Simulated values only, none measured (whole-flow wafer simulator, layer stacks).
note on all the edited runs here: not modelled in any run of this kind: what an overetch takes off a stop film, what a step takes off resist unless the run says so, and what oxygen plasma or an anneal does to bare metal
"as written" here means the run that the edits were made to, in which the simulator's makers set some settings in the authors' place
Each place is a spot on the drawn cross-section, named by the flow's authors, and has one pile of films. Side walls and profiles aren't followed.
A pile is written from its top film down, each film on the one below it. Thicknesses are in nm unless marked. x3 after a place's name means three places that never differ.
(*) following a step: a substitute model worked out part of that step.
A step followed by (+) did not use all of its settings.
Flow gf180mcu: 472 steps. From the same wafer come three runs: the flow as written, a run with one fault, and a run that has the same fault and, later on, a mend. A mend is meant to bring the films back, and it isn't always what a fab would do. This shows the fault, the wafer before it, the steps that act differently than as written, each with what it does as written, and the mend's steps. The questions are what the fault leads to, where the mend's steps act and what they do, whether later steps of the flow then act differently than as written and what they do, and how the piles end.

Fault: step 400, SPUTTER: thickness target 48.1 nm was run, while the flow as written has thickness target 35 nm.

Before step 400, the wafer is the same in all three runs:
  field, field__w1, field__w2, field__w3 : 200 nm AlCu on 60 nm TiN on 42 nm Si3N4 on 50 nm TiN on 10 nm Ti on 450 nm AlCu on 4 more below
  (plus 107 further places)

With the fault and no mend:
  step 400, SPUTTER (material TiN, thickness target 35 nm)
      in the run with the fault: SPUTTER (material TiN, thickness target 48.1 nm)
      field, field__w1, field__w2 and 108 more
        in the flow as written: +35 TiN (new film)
        in the run with the fault: +48.1 TiN (new film)
  Later steps of the flow acting differently than as written (7 other steps are not shown; they differ only slightly, by no more than 2% or 0.5 nm, whichever is larger):
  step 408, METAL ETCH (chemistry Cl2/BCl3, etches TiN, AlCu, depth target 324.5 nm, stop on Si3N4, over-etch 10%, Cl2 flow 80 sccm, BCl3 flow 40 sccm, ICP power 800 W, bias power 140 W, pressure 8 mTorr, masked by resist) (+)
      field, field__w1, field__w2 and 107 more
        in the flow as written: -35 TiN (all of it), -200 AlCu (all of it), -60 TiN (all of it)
        in the run with the fault: -48.1 TiN (all of it), -200 AlCu (all of it), -60 TiN (all of it)
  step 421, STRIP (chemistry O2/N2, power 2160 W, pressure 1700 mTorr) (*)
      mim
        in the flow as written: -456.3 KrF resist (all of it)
        in the run with the fault: -446.5 KrF resist (all of it)
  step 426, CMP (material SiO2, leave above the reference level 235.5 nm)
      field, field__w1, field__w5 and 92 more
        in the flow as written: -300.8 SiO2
        in the run with the fault: -287.7 SiO2
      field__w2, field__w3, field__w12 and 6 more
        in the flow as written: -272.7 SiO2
        in the run with the fault: -259.6 SiO2
  At mim, the piles at the end differ from the flow's by more than 2% or 0.5 nm, whichever is larger.
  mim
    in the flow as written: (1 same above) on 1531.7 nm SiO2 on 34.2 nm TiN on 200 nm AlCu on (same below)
    in the run with the fault: (1 same above) on 1531.7 nm SiO2 on 47.3 nm TiN on 200 nm AlCu on (same below)

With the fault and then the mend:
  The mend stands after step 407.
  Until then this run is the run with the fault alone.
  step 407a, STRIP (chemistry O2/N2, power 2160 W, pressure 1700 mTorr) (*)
      mim
        -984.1 resist (all of it)
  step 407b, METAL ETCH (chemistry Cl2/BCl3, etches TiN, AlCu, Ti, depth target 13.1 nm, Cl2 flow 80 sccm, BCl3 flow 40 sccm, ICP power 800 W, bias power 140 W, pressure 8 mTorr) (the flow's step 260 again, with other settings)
      field, field__w1, field__w2 and 108 more
        -13.1 TiN
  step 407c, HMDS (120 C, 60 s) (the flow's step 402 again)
      does not change any film at any place that is followed
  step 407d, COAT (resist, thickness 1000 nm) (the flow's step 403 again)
      field, field__w1, field__w2 and 108 more
        +1000 resist (new film)
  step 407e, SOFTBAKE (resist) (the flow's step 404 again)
      does not change any film at any place that is followed
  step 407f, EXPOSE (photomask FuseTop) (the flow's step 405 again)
      does not change any film at any place that is followed
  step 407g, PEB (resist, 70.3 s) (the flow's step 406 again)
      field, field__w1, field__w2 and 108 more
        -15.9 resist
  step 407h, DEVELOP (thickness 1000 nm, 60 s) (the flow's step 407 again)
      field, field__w1, field__w2 and 107 more
        -984.1 resist (all of it)
  Later steps of the flow that are run all act as written at every place that is followed.
  The piles end the same as the flow's at every place that both follow.
